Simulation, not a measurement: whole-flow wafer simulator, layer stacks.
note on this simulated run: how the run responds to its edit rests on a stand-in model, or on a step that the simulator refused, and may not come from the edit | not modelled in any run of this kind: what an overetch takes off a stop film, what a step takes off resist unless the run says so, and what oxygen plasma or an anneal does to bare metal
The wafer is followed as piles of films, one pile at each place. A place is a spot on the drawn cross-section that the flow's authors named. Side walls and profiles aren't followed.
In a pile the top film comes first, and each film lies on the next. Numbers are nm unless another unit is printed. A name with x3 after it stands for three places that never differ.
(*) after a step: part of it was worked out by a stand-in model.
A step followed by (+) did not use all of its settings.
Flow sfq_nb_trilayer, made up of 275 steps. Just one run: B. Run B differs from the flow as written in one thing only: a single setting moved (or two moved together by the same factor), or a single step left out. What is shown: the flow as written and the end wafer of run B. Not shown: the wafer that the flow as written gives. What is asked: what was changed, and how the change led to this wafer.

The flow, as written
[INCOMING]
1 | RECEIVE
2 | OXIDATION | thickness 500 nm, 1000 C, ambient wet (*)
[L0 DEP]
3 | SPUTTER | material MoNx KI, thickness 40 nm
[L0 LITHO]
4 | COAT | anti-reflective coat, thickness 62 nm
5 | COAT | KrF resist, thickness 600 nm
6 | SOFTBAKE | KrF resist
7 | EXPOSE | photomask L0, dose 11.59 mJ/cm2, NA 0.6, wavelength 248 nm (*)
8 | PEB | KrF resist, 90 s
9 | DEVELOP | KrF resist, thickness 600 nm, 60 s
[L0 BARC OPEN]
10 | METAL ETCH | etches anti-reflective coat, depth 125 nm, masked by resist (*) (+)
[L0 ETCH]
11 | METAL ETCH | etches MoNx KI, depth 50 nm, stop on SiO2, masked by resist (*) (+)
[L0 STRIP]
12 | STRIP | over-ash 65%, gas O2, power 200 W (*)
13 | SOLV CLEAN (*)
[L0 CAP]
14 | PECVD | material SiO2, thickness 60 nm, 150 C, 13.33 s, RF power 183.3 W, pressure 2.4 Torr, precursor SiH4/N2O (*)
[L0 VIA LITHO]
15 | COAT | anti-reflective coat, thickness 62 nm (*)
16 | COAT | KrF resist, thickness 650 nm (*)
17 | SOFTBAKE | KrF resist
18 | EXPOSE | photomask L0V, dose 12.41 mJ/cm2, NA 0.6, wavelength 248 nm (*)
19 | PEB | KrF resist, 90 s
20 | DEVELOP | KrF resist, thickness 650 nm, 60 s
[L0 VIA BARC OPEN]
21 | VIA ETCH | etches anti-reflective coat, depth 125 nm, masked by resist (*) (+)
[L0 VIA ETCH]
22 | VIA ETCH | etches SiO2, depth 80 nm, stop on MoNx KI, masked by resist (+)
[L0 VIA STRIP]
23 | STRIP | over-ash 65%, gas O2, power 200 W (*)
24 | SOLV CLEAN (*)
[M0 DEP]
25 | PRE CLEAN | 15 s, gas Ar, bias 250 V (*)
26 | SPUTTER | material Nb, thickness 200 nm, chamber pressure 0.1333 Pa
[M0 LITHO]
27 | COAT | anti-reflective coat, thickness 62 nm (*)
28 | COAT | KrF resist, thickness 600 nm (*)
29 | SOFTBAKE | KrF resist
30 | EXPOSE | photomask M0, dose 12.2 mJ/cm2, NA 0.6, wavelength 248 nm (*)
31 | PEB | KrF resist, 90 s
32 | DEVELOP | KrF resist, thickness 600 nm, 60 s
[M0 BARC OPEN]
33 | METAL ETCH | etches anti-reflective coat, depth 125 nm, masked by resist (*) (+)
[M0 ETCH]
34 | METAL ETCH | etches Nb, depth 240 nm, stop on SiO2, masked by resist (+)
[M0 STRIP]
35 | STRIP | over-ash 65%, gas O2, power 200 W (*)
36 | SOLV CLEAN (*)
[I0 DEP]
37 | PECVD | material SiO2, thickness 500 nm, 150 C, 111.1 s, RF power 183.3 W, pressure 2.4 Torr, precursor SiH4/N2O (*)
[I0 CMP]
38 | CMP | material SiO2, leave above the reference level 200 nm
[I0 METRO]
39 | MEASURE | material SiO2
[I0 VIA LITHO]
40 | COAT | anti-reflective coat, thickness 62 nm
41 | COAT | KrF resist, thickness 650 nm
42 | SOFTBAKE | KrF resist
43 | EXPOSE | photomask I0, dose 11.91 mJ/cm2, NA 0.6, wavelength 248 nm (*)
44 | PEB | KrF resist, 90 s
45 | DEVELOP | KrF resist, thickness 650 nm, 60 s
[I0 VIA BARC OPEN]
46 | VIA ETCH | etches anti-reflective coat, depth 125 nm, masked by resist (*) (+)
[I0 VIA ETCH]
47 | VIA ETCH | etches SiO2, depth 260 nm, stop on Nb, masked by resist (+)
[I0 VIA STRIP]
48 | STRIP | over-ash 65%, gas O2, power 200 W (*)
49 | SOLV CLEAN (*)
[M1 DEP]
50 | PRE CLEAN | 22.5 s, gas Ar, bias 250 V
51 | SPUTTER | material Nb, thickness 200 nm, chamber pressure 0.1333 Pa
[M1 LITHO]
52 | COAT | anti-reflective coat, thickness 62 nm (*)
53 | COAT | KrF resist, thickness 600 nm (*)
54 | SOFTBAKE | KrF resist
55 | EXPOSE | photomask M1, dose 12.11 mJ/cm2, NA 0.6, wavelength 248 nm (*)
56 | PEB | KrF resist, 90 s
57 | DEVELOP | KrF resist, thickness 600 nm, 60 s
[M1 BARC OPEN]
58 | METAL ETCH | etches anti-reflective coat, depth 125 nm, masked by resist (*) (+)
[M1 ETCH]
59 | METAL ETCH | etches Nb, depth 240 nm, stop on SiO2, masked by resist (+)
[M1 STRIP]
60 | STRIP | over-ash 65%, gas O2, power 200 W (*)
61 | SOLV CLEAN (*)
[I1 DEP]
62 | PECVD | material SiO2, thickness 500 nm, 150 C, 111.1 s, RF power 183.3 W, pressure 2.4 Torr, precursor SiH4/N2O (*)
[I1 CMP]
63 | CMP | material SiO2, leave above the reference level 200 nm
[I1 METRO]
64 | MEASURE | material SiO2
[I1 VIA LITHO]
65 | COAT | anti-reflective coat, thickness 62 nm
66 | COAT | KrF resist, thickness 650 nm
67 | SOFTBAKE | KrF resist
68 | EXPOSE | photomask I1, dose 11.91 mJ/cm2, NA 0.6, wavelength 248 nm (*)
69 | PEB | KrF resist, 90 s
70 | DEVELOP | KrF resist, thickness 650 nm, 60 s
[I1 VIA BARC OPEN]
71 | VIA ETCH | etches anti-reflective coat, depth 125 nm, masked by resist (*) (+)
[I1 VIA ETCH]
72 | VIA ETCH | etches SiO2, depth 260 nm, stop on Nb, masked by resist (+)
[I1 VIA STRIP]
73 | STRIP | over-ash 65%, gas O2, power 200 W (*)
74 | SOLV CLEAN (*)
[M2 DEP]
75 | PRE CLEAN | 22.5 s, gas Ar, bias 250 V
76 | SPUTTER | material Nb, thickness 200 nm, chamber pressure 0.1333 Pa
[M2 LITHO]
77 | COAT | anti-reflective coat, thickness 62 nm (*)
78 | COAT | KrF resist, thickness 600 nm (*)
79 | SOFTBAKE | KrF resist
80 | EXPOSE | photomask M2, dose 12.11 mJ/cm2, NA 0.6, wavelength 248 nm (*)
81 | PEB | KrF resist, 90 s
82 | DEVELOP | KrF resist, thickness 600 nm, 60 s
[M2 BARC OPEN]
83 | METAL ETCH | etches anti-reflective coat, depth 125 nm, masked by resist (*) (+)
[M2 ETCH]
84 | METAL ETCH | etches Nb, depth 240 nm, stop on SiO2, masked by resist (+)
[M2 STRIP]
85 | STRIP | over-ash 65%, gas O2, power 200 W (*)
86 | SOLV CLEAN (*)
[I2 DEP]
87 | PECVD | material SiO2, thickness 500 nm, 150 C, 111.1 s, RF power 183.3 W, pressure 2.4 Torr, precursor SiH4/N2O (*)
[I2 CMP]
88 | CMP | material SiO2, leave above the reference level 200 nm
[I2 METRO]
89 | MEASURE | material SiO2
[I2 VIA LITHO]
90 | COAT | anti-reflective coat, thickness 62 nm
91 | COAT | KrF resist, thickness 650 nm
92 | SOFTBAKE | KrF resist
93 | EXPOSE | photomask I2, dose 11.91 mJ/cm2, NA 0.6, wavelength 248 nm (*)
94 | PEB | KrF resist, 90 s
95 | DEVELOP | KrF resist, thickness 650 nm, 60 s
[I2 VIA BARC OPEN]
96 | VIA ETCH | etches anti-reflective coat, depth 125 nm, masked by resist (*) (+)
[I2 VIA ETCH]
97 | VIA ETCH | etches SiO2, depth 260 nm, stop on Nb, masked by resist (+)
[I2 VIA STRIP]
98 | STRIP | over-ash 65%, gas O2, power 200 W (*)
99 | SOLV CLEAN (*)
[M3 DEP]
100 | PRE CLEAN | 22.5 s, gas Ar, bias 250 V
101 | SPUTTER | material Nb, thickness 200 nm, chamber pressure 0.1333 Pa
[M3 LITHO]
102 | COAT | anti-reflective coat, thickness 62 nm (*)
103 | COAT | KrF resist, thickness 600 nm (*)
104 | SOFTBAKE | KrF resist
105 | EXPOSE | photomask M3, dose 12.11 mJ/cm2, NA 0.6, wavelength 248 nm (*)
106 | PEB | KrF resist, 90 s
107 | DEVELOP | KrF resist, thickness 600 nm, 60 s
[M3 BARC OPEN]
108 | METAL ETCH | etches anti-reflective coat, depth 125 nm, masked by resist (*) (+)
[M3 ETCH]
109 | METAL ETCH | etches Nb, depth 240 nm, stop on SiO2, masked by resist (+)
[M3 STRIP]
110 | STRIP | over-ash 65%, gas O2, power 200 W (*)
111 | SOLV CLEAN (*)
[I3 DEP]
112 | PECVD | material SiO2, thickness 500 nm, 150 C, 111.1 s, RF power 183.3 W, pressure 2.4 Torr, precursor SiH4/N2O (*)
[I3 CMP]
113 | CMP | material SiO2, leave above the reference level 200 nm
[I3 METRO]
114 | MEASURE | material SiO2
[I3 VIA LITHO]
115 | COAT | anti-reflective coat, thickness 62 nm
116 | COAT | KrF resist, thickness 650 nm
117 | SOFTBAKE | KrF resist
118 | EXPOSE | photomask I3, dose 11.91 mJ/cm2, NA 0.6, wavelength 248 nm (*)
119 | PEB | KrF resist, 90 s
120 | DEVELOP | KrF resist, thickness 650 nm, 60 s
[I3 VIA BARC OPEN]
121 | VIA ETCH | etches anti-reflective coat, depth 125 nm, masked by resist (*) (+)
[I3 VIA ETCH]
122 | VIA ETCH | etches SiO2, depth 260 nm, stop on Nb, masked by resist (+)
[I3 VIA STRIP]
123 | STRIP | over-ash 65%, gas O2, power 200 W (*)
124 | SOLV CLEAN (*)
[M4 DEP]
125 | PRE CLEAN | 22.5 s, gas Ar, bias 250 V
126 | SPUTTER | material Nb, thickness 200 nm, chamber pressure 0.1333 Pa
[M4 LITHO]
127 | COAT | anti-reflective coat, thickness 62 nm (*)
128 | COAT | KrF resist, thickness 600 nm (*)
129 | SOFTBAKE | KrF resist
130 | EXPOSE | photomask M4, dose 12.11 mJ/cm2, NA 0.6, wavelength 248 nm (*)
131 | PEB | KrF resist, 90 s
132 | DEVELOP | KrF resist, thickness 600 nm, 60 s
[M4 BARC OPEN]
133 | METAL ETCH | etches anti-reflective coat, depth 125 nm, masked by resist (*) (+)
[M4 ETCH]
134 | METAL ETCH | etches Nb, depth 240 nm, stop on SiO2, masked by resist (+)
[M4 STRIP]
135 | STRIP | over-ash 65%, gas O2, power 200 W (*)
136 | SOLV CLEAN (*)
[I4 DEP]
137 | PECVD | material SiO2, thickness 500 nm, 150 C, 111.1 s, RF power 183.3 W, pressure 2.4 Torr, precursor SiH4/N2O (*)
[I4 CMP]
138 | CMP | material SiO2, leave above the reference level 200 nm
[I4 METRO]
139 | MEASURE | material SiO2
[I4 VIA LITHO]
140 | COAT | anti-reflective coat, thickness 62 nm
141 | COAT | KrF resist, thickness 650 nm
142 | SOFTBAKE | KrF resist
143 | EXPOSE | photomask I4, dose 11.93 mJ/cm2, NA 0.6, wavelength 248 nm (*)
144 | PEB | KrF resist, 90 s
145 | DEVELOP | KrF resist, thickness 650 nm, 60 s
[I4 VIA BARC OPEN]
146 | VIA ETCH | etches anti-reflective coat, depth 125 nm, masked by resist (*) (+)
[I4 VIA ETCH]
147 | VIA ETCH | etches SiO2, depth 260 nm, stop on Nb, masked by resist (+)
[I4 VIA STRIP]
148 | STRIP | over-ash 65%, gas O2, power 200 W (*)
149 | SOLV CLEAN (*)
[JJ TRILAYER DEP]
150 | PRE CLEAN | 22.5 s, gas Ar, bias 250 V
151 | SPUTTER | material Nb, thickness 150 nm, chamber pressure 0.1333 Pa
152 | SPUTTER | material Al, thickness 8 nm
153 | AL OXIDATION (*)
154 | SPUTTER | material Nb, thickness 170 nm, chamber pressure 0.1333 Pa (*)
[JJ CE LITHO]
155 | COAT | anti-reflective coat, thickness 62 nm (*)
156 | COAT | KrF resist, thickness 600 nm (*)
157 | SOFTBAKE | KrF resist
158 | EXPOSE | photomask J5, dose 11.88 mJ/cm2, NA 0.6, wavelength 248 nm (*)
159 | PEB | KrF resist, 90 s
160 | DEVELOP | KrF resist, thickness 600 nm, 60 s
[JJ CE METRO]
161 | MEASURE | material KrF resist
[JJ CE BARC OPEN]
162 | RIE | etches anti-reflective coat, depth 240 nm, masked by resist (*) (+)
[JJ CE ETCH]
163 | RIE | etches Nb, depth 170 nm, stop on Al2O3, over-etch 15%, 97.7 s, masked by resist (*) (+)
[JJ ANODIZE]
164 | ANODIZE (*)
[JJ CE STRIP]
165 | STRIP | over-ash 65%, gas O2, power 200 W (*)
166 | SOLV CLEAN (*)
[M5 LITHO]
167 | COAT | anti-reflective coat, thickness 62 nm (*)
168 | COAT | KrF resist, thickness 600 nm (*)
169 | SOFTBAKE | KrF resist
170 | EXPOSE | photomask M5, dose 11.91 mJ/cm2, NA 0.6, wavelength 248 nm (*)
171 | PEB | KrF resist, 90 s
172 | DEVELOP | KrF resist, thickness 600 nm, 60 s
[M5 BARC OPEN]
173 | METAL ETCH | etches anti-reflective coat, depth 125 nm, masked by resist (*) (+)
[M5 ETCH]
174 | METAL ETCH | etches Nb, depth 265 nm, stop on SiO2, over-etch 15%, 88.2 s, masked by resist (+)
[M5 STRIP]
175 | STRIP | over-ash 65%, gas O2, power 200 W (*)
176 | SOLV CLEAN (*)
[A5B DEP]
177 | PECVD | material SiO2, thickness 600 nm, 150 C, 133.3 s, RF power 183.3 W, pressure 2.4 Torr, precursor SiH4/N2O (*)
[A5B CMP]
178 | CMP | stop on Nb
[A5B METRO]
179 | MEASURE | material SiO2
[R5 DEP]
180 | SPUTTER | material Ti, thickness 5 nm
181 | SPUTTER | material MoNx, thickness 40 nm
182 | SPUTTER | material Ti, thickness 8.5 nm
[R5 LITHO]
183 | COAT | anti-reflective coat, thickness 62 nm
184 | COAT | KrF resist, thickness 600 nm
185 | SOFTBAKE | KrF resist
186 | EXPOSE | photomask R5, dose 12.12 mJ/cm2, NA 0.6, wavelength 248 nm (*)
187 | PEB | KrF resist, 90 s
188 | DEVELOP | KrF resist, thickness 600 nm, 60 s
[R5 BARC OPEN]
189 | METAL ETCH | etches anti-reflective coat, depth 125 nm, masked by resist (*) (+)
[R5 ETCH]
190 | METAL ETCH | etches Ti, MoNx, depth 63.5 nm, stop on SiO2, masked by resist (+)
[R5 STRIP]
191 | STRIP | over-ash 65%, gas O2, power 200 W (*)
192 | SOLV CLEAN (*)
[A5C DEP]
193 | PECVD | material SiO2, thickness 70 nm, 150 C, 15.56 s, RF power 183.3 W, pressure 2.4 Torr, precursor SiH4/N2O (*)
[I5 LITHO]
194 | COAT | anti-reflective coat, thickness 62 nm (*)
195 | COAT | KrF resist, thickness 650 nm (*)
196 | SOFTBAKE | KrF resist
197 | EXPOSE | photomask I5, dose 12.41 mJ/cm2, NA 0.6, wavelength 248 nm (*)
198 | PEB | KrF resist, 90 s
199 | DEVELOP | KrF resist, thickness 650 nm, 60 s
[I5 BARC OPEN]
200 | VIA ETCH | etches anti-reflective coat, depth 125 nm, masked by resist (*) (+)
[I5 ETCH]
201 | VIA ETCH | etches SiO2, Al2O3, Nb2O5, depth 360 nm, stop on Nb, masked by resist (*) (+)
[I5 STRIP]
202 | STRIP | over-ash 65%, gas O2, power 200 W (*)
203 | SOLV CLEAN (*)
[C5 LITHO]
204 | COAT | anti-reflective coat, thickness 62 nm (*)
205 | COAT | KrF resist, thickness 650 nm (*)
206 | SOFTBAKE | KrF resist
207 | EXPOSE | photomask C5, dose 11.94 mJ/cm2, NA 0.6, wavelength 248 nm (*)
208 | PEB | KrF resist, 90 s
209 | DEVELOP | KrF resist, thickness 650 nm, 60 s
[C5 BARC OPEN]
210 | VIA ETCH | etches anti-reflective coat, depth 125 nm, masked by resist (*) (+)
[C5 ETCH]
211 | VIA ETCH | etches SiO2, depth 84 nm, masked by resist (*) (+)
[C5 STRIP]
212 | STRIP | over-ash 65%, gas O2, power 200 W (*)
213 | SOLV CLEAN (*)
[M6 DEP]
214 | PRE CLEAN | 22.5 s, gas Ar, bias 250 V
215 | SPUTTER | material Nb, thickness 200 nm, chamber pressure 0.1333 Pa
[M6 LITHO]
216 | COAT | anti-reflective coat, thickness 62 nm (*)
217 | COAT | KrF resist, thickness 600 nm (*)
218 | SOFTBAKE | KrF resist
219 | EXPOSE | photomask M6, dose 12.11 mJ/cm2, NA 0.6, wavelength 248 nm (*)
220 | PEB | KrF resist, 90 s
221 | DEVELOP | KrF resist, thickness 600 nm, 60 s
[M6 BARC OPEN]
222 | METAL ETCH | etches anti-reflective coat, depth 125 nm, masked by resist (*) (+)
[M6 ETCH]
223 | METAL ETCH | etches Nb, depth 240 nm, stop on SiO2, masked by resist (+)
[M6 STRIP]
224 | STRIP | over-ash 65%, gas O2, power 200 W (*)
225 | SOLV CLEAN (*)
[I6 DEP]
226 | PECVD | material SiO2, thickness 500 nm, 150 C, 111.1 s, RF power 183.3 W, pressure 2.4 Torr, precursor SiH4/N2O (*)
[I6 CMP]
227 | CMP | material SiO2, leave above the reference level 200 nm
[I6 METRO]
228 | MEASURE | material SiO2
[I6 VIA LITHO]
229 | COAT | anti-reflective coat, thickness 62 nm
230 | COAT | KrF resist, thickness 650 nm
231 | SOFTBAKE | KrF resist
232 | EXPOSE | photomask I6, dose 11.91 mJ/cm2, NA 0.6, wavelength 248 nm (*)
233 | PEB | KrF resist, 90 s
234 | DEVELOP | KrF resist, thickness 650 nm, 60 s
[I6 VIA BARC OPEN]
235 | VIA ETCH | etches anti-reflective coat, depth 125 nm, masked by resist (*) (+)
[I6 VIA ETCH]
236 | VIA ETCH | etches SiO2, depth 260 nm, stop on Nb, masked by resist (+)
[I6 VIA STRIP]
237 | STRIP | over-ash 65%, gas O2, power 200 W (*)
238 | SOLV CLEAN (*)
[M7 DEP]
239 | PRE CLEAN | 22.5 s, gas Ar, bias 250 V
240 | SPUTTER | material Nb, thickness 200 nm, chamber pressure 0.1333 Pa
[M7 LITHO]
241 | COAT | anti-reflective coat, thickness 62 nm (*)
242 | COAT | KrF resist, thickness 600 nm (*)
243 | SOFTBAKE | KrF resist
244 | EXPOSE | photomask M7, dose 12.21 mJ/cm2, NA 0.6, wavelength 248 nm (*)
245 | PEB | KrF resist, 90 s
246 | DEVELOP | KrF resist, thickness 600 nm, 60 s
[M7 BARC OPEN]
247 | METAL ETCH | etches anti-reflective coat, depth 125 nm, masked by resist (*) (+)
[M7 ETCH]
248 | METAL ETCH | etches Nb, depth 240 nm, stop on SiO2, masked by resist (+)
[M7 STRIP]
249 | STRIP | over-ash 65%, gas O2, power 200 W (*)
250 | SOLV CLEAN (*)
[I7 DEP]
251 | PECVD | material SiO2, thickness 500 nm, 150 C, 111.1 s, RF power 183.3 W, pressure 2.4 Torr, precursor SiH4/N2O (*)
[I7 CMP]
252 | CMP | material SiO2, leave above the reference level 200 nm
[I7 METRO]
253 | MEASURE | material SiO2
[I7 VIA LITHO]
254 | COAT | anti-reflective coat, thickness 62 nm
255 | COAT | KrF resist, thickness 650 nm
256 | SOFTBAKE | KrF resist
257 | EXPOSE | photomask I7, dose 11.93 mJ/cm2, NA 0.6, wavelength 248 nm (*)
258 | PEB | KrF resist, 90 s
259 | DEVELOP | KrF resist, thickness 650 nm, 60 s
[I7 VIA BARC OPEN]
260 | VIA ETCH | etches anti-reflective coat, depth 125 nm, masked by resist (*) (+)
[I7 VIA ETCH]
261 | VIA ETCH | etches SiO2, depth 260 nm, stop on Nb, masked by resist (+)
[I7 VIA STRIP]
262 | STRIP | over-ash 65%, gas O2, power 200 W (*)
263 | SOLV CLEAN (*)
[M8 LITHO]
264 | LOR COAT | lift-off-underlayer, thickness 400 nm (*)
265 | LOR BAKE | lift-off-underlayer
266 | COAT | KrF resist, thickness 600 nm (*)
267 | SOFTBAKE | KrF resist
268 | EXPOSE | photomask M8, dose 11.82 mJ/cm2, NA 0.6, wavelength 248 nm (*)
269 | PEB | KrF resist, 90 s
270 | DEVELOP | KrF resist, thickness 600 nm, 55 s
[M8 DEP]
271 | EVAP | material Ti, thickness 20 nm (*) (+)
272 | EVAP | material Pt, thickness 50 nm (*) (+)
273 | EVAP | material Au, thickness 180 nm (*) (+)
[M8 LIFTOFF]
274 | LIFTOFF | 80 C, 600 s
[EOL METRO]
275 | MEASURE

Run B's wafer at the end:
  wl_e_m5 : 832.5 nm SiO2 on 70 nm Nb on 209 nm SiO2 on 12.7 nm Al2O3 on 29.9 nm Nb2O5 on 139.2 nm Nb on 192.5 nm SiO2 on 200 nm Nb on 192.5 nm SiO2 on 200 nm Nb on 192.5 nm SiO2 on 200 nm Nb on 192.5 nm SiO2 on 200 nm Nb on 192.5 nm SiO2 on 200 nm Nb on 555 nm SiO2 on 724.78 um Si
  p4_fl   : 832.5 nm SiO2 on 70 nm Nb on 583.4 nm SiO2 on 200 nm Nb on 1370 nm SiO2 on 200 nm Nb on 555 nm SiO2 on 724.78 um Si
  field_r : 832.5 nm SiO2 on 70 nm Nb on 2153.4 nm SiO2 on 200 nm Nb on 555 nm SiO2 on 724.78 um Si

The reason: step 215, SPUTTER: thickness 310 nm was run, whereas the flow has thickness 200 nm.

The path from the change to this, step by step:
  215 | SPUTTER | material Nb, thickness 200 nm, chamber pressure 0.1333 Pa
      field_l, v_sur, via_wl and 100 more: +310 Nb (new film) (it would be, as written: +200 Nb (new film))
      be: +226.5 Nb (it would be, as written: +147.3 Nb)
      (and at 2 other places as well)
  216 | COAT | anti-reflective coat, thickness 62 nm (*)
      be: +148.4 anti-reflective coat (new film) (it would be, as written: +136.7 anti-reflective coat (new film))
      be_sur: +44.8 anti-reflective coat (new film) (it would be, as written: +43.8 anti-reflective coat (new film))
      (and at 2 other places as well)
  217 | COAT | KrF resist, thickness 600 nm (*)
      be: +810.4 KrF resist (new film) (it would be, as written: +793.9 KrF resist (new film))
  223 | METAL ETCH | etches Nb, depth 240 nm, stop on SiO2, masked by resist (+)
      field_l, gap, moat and 76 more: -240 Nb (it would be, as written: -200 Nb (all of it))
  224 | STRIP | over-ash 65%, gas O2, power 200 W (*)
      be: -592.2 KrF resist (all of it), -148.4 anti-reflective coat (all of it) (it would be, as written: -575.8 KrF resist (all of it), -136.7 anti-reflective coat (all of it))
      be_sur: -368.7 KrF resist (all of it), -44.8 anti-reflective coat (all of it) (it would be, as written: -371.2 KrF resist (all of it), -43.8 anti-reflective coat (all of it))
      (and at 2 other places as well)
  226 | PECVD | material SiO2, thickness 500 nm, 150 C, 111.1 s, RF power 183.3 W, pressure 2.4 Torr, precursor SiH4/N2O (*)
      field_l, p4_fl, p4_fm and 62 more: +500 SiO2 (new film) (it would be, as written: +500 SiO2)
      moat, field_r, lsp_l, ln_m5, lsp_m: +492.3 SiO2 (new film) (it would be, as written: +493.6 SiO2)
      (and at 10 other places as well)
  227 | CMP | material SiO2, leave above the reference level 200 nm
      field_l, p4_fl, p4_fm and 59 more: -60 SiO2 (it would be, as written: -100 SiO2)
      moat, field_r, lsp_l, ln_m5, lsp_m: -52.3 SiO2 (it would be, as written: -93.6 SiO2)
      (and at 9 other places as well)
If metal films that touch count as one body, wl_e_m5 has 7 bodies (between them, from the top down: SiO2 209 / Al2O3 12.7 / Nb2O5 29.9; SiO2 192.5; SiO2 192.5; SiO2 192.5; SiO2 192.5; SiO2 192.5); the flow as written gives 6 bodies (between them, from the top down: SiO2 192.5; SiO2 192.5; SiO2 192.5; SiO2 192.5; SiO2 192.5).
If metal films that touch count as one body, p4_fl has 3 bodies (between them, from the top down: SiO2 583.4; SiO2 1370); the flow as written gives 2 bodies (between them, from the top down: SiO2 1370).
If metal films that touch count as one body, field_r has 2 bodies (between them, from the top down: SiO2 2153.4); the flow as written gives 1 body.
